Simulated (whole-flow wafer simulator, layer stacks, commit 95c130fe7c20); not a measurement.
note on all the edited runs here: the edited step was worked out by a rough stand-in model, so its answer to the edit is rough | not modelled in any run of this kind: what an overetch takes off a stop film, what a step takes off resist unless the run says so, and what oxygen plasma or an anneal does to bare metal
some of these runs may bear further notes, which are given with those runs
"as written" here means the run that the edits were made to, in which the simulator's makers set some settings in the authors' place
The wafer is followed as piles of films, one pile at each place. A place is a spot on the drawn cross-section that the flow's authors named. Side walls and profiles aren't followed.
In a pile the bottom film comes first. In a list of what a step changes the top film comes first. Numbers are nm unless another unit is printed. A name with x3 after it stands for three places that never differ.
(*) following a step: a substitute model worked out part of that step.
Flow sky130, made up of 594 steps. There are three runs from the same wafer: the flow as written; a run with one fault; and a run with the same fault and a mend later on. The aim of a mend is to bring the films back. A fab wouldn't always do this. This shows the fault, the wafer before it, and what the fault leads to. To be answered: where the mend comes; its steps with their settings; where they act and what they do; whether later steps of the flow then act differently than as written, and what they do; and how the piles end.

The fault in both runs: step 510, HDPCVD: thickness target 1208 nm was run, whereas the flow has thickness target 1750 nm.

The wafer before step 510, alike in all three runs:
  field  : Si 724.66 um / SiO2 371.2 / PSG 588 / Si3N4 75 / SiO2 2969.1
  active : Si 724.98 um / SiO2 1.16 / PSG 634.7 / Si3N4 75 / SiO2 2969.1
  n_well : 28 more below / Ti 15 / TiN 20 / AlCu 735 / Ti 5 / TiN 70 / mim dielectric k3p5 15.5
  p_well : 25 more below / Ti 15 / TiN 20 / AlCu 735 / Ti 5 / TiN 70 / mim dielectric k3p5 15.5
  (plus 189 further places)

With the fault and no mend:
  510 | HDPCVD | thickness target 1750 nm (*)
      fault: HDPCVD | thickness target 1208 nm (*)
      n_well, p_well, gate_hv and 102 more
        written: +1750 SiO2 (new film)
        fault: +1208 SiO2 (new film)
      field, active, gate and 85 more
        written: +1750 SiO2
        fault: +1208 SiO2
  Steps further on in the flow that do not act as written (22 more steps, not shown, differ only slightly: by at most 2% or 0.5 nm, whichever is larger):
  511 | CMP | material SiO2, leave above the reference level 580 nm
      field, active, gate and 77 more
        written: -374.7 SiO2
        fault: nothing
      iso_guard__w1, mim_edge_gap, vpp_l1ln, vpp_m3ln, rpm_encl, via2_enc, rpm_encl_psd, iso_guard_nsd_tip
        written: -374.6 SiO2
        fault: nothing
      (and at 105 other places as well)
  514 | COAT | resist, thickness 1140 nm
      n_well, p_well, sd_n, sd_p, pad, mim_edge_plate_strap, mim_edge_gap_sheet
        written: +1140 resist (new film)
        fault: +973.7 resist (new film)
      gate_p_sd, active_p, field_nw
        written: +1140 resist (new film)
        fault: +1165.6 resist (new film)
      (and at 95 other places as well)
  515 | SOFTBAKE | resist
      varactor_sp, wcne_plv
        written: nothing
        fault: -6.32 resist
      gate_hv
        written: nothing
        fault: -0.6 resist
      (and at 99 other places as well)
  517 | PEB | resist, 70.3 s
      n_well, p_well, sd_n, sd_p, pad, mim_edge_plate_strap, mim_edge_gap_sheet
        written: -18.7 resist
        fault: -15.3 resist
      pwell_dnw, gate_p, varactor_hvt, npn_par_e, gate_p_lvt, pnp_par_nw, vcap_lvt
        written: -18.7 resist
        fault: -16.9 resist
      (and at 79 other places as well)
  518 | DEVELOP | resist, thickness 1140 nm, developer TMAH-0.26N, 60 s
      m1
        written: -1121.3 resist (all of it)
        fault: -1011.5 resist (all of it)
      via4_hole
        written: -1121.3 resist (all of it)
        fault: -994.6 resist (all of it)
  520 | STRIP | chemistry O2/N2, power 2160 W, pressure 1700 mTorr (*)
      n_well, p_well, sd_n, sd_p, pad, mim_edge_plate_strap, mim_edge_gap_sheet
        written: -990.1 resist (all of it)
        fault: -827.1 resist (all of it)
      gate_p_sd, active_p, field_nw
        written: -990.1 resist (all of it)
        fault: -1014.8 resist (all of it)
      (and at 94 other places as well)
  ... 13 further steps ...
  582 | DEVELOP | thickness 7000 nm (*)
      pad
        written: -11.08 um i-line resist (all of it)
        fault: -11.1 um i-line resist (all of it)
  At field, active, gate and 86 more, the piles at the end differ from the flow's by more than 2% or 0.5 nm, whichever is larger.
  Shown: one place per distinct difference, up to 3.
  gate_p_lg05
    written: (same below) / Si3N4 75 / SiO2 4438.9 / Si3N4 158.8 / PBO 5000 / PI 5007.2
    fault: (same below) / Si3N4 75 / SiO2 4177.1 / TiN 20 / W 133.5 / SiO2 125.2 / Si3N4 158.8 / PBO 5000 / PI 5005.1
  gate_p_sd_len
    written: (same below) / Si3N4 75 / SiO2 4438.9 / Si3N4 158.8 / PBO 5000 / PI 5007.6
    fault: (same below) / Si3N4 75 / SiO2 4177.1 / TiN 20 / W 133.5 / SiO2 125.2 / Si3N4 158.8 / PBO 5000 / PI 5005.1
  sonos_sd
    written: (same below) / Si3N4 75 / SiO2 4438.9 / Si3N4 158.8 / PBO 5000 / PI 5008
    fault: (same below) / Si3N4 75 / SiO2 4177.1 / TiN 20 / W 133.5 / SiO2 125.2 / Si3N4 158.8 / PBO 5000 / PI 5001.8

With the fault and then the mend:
  After step 510 comes the mend.
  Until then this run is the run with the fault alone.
  510a | HDPCVD | thickness target 542 nm (*) (the flow's step 510 again, with other settings)
      field, active, n_well and 190 more
        +542 SiO2
  None of the later steps of the flow acts differently than as written at any place that is followed.
  At every place that both follow, the piles at the end match the flow's.
